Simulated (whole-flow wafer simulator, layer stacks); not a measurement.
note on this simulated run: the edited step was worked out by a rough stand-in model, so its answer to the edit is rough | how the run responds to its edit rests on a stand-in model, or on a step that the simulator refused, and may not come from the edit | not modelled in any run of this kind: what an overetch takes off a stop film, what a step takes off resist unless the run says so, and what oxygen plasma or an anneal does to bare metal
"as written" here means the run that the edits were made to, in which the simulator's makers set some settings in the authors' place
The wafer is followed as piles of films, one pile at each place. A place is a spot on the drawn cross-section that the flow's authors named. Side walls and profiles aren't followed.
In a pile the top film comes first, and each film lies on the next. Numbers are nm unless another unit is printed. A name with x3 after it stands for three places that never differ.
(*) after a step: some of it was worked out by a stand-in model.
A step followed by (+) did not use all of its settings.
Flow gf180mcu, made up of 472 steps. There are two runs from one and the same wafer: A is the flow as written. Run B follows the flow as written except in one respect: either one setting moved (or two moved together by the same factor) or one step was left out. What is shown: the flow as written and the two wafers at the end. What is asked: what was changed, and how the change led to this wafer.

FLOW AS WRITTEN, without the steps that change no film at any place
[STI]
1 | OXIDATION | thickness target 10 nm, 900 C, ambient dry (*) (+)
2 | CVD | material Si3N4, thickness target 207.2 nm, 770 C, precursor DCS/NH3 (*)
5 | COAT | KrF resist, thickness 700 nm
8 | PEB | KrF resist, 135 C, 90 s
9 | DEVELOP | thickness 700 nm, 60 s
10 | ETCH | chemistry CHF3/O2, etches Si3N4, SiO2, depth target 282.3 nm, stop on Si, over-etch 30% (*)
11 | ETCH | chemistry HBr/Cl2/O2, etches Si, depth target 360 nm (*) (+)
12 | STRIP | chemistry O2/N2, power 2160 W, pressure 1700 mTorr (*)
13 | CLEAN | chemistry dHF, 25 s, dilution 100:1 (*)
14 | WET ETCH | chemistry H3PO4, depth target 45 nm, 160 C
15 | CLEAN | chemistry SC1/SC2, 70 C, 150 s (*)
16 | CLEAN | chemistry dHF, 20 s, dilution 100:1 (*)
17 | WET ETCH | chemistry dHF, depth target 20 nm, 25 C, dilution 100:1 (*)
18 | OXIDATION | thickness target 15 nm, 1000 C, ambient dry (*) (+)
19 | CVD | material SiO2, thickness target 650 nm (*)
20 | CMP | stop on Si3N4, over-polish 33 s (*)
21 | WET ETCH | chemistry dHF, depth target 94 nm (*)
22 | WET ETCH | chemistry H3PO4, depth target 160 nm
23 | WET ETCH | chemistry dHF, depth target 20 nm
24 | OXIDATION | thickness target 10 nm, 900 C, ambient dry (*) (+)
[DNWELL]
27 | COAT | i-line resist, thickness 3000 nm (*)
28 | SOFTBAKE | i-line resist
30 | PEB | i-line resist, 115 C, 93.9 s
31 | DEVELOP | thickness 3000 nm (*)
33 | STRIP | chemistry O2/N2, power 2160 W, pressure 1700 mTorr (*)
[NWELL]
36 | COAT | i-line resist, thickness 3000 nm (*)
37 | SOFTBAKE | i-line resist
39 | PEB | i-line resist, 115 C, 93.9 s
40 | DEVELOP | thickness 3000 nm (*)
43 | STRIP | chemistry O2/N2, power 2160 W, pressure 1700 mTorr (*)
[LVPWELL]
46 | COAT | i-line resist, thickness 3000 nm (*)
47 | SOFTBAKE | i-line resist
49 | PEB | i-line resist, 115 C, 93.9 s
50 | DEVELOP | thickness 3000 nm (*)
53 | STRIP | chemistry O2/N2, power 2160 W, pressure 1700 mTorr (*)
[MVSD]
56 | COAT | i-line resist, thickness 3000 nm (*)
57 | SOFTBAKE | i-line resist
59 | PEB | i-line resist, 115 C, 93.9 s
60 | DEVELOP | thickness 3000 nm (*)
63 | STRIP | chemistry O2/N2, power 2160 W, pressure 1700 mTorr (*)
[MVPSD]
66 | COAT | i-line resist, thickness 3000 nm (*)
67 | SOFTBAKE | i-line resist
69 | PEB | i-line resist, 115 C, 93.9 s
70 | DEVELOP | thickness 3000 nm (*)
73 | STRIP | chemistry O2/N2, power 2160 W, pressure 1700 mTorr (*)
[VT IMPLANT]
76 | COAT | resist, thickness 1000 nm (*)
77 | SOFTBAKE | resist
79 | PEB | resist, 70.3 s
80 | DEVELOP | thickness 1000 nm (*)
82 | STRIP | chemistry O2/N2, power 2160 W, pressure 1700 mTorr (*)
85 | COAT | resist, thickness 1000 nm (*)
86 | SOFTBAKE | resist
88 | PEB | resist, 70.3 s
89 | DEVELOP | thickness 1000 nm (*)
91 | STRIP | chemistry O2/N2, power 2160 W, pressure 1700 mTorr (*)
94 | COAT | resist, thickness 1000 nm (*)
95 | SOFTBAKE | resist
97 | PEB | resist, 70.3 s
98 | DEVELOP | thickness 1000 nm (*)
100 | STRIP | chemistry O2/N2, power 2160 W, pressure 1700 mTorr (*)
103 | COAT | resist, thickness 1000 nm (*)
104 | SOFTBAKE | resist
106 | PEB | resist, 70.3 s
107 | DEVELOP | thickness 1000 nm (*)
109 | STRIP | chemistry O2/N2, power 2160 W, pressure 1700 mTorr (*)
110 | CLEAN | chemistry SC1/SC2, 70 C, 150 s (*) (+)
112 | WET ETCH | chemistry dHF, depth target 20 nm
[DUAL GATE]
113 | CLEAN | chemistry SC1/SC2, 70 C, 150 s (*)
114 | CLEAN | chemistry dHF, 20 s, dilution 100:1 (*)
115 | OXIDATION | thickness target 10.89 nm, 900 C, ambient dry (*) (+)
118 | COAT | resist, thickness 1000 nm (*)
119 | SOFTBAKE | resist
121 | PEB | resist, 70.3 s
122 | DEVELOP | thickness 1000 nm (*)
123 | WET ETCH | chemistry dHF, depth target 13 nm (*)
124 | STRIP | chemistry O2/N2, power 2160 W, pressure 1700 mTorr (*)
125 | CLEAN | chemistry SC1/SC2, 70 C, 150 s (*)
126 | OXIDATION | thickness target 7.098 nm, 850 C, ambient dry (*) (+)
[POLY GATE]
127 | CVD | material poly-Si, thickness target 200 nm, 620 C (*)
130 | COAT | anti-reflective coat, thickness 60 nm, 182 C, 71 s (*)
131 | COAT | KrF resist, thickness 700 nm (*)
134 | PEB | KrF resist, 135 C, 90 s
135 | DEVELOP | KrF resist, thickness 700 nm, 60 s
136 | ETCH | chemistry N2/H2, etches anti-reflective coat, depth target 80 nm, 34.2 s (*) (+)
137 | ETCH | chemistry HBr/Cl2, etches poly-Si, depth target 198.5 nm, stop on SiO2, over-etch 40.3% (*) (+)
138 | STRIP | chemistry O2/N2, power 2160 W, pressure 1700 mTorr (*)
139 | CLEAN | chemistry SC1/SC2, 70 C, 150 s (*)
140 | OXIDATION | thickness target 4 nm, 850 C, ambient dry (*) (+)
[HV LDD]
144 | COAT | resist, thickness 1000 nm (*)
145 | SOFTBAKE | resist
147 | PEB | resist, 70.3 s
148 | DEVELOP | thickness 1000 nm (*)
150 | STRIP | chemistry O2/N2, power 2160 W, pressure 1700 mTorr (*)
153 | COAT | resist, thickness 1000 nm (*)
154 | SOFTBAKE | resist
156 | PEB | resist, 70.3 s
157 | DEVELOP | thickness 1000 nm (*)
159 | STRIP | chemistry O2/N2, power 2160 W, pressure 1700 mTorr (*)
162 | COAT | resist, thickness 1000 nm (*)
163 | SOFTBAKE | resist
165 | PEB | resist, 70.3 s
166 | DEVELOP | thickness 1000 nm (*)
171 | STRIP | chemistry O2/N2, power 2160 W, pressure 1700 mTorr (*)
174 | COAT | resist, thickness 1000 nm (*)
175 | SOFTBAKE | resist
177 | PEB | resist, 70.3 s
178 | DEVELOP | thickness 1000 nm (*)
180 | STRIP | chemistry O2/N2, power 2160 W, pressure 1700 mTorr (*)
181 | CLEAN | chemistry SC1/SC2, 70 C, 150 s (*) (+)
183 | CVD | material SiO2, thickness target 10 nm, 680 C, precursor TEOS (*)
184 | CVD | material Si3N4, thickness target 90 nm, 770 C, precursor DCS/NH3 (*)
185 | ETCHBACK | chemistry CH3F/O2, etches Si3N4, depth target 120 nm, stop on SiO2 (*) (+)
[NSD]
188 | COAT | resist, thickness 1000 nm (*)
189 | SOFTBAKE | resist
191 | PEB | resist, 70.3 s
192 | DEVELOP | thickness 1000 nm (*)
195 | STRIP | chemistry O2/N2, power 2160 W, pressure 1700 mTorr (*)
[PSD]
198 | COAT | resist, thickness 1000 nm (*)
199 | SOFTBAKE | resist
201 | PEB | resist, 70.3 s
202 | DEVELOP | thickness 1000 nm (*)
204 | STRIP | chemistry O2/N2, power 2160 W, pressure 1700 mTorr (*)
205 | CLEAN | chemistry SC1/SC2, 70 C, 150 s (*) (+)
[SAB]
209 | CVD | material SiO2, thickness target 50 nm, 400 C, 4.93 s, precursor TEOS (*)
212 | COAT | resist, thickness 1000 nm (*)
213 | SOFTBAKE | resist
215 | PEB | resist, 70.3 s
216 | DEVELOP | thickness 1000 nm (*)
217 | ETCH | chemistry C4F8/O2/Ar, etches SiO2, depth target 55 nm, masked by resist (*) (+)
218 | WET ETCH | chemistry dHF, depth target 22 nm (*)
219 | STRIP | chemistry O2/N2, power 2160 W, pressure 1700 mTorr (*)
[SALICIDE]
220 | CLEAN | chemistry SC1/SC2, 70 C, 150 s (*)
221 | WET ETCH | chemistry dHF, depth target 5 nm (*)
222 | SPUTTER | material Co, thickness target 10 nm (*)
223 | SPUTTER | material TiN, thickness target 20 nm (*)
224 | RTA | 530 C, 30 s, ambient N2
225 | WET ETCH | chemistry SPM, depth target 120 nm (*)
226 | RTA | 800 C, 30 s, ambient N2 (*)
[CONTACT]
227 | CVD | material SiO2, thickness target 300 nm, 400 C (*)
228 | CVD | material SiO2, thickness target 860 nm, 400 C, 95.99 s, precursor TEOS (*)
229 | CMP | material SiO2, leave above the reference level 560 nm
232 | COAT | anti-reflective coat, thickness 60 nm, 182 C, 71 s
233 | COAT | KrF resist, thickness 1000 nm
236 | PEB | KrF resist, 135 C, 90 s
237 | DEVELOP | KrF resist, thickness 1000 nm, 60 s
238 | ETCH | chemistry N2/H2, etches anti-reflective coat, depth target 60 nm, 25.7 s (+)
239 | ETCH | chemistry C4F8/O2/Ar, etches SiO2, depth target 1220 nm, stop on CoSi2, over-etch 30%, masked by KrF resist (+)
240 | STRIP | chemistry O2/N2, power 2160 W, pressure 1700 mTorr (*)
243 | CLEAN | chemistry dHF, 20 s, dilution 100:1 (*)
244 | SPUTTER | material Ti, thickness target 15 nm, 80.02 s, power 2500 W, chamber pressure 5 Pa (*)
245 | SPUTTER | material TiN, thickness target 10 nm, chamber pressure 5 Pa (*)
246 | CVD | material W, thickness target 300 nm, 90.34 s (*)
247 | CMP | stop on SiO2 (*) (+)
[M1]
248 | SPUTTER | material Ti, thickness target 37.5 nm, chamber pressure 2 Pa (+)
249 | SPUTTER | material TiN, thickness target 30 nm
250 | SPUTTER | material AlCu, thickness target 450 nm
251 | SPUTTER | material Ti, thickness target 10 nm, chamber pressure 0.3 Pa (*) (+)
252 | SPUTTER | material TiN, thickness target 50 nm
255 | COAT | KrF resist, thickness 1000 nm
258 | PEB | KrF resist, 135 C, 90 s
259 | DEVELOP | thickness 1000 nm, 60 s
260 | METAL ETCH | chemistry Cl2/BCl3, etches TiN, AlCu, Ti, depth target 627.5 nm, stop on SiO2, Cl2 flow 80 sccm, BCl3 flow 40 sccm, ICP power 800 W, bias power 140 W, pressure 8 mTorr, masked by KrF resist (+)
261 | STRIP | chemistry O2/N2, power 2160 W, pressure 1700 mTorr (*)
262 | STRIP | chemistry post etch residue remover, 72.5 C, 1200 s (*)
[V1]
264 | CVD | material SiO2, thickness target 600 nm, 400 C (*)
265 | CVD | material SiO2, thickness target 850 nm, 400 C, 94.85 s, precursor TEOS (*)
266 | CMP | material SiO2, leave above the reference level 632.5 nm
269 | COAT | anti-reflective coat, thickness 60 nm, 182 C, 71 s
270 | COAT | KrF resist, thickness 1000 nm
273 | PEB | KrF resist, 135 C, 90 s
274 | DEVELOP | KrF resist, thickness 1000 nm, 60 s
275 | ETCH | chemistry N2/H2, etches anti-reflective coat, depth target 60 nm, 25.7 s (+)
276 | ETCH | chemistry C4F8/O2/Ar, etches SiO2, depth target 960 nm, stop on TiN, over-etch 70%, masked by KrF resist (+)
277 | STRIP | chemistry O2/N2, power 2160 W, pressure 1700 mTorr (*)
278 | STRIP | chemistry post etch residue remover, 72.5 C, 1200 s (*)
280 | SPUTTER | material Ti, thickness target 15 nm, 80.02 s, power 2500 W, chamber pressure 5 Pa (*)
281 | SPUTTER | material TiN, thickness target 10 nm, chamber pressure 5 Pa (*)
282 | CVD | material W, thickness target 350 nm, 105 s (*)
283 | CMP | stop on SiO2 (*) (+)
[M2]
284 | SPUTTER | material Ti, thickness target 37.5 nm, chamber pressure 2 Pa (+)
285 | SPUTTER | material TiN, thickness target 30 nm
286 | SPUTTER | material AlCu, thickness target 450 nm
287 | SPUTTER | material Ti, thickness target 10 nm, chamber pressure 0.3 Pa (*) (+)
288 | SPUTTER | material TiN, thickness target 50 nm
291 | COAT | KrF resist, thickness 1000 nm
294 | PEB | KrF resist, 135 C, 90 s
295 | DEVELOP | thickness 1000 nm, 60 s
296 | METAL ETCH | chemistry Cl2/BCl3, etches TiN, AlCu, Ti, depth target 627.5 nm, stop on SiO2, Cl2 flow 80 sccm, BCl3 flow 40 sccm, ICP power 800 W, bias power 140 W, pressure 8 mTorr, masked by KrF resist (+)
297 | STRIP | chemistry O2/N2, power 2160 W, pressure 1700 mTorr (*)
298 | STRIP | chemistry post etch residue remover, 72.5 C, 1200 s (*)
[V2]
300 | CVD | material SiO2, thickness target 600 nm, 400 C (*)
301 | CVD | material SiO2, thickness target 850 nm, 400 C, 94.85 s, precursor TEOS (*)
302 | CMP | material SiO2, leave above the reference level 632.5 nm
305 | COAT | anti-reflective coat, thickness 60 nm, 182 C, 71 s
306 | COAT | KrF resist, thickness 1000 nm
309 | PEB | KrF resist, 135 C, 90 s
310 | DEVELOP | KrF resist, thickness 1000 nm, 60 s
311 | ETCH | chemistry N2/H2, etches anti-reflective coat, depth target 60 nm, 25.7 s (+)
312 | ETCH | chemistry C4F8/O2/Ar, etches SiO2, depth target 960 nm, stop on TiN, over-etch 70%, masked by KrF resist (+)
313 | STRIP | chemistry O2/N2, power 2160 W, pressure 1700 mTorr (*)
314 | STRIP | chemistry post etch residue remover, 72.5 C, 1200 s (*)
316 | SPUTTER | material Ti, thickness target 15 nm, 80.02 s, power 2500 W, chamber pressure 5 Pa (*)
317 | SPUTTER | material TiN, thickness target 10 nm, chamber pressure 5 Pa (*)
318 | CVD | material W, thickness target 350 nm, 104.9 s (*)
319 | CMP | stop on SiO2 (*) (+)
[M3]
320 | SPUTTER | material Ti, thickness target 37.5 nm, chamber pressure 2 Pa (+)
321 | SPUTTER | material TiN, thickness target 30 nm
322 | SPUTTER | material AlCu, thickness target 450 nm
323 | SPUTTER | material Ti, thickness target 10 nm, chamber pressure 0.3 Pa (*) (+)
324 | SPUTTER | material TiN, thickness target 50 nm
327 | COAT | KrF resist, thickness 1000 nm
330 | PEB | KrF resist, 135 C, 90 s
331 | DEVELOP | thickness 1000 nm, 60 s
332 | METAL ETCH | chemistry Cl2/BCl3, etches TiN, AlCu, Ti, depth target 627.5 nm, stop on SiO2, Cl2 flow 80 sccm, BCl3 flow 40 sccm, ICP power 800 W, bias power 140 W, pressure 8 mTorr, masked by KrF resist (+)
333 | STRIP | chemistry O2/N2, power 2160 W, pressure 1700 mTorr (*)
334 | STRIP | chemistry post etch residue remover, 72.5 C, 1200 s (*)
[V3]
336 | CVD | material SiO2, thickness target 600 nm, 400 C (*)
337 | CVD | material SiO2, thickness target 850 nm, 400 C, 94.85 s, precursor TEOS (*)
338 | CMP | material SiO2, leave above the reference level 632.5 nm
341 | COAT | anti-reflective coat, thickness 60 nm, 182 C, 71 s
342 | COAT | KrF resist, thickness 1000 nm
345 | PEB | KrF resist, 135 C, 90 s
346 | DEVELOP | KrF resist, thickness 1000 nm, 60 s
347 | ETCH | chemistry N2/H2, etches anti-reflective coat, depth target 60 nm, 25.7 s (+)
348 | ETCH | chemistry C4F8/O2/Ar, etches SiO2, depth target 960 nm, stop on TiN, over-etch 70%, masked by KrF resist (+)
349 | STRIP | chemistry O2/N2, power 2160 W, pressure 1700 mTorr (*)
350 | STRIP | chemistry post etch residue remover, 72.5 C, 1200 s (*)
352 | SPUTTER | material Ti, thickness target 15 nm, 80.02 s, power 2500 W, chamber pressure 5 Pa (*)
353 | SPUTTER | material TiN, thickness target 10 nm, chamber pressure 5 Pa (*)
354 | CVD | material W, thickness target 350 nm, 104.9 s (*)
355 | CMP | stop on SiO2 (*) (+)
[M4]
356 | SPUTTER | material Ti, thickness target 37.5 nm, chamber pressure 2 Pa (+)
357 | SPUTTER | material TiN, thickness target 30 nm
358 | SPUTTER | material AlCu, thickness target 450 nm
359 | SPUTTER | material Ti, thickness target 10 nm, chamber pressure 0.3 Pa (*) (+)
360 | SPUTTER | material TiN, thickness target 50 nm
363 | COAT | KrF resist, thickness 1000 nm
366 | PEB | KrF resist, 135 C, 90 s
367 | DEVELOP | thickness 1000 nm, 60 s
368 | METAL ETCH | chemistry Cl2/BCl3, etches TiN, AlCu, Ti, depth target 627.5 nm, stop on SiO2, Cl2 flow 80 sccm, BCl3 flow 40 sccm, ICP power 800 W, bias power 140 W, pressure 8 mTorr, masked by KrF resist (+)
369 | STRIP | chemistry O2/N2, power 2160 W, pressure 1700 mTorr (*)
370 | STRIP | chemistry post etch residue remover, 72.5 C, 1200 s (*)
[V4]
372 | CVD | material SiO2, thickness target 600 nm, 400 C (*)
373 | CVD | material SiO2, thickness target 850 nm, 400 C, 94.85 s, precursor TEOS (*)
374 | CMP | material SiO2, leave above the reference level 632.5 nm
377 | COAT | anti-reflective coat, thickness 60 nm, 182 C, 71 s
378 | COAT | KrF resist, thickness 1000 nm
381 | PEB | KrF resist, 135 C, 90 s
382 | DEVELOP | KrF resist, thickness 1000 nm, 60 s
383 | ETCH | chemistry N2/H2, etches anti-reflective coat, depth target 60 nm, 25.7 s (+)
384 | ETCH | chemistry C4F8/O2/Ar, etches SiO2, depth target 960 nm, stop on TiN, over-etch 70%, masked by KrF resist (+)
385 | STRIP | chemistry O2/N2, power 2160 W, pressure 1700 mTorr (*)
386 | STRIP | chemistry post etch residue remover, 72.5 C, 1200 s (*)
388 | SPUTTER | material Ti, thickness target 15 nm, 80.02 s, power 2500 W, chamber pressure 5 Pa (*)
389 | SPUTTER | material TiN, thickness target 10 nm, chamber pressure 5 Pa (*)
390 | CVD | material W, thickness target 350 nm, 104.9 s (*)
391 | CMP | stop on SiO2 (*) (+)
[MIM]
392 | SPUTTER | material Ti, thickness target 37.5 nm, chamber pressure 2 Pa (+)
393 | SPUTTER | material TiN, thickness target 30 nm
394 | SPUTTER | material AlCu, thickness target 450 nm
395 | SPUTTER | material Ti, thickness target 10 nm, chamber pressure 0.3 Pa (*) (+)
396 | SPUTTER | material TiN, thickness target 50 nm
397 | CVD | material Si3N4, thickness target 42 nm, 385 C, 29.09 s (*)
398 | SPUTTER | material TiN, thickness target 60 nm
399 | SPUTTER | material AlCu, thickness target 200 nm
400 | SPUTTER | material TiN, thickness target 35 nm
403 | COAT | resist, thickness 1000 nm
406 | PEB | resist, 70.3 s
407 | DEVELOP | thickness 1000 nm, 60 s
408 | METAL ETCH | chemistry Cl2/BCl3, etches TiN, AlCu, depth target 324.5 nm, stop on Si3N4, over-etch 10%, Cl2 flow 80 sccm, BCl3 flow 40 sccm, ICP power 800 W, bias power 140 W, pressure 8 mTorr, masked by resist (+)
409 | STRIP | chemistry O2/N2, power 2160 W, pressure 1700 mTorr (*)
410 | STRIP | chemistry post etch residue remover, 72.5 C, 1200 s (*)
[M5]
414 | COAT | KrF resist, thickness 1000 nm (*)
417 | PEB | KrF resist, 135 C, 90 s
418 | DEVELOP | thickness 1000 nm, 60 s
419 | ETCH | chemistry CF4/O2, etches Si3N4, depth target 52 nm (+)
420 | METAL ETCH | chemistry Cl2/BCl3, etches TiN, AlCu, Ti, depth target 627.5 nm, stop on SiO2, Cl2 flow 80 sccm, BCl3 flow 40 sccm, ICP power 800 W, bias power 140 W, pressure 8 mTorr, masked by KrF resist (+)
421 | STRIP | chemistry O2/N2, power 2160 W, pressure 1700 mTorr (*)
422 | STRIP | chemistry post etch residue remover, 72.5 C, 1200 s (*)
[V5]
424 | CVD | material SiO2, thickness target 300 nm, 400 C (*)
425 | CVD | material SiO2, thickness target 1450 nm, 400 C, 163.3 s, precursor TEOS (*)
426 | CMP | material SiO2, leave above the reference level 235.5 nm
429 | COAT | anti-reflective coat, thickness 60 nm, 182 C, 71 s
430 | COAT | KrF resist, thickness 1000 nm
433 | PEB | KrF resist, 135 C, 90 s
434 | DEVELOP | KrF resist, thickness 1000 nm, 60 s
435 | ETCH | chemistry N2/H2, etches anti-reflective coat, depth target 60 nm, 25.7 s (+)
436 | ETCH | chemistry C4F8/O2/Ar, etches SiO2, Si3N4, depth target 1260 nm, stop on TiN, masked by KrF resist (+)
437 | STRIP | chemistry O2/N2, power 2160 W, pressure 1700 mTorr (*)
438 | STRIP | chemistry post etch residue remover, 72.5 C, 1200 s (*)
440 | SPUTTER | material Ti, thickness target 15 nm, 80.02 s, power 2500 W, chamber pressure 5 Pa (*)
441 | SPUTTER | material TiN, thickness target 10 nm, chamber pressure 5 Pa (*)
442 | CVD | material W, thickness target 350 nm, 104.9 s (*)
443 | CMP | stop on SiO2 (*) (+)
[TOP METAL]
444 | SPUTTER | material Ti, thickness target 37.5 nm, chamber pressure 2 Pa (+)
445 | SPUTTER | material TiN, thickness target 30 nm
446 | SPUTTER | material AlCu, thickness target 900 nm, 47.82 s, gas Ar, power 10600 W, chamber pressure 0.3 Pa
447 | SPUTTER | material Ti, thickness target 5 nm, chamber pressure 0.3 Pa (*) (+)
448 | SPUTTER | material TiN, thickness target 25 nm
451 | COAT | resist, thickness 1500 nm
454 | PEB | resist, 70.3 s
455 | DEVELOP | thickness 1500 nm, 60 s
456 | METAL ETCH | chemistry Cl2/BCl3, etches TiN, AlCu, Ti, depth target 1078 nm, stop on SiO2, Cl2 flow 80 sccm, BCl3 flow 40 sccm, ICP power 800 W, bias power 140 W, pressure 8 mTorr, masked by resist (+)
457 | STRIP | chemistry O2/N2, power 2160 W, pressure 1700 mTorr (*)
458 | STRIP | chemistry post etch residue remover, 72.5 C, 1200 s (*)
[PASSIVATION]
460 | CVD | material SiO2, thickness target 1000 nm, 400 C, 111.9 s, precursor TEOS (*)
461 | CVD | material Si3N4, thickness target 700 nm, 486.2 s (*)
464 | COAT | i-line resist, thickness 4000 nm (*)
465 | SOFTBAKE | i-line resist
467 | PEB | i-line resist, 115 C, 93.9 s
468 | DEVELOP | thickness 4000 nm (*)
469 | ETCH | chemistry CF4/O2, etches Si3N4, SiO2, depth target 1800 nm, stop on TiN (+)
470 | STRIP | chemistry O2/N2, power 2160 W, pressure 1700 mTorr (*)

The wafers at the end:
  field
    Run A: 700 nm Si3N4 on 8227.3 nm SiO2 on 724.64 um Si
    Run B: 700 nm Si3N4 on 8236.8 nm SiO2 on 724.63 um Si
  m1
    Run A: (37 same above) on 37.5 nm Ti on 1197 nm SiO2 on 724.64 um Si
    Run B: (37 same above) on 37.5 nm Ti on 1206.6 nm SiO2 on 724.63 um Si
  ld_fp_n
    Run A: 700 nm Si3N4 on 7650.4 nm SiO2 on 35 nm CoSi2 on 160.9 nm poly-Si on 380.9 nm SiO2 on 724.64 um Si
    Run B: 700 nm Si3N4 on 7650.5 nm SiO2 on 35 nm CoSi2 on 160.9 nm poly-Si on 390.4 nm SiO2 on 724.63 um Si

Cause: step 18, OXIDATION: 1125 C was run, whereas the flow has 1000 C.

How this came from the change, step by step:
  18 | OXIDATION | thickness target 15 nm, 1000 C, ambient dry (*) (+)
      field, field_sub, sti and 34 more: A SiO2 gains 15 (new film), Si loses 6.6 | B SiO2 gains 36.9 (new film), Si loses 16.2
  20 | CMP | stop on Si3N4, over-polish 33 s (*)
      sti, mim_1p0, pad and 11 more: A SiO2 loses 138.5 | B SiO2 loses 150.7
      nw_enc_fld, nw_enc_fld_lv: A SiO2 loses 142.5 | B SiO2 loses 154.8
      (as well as at 10 more places)
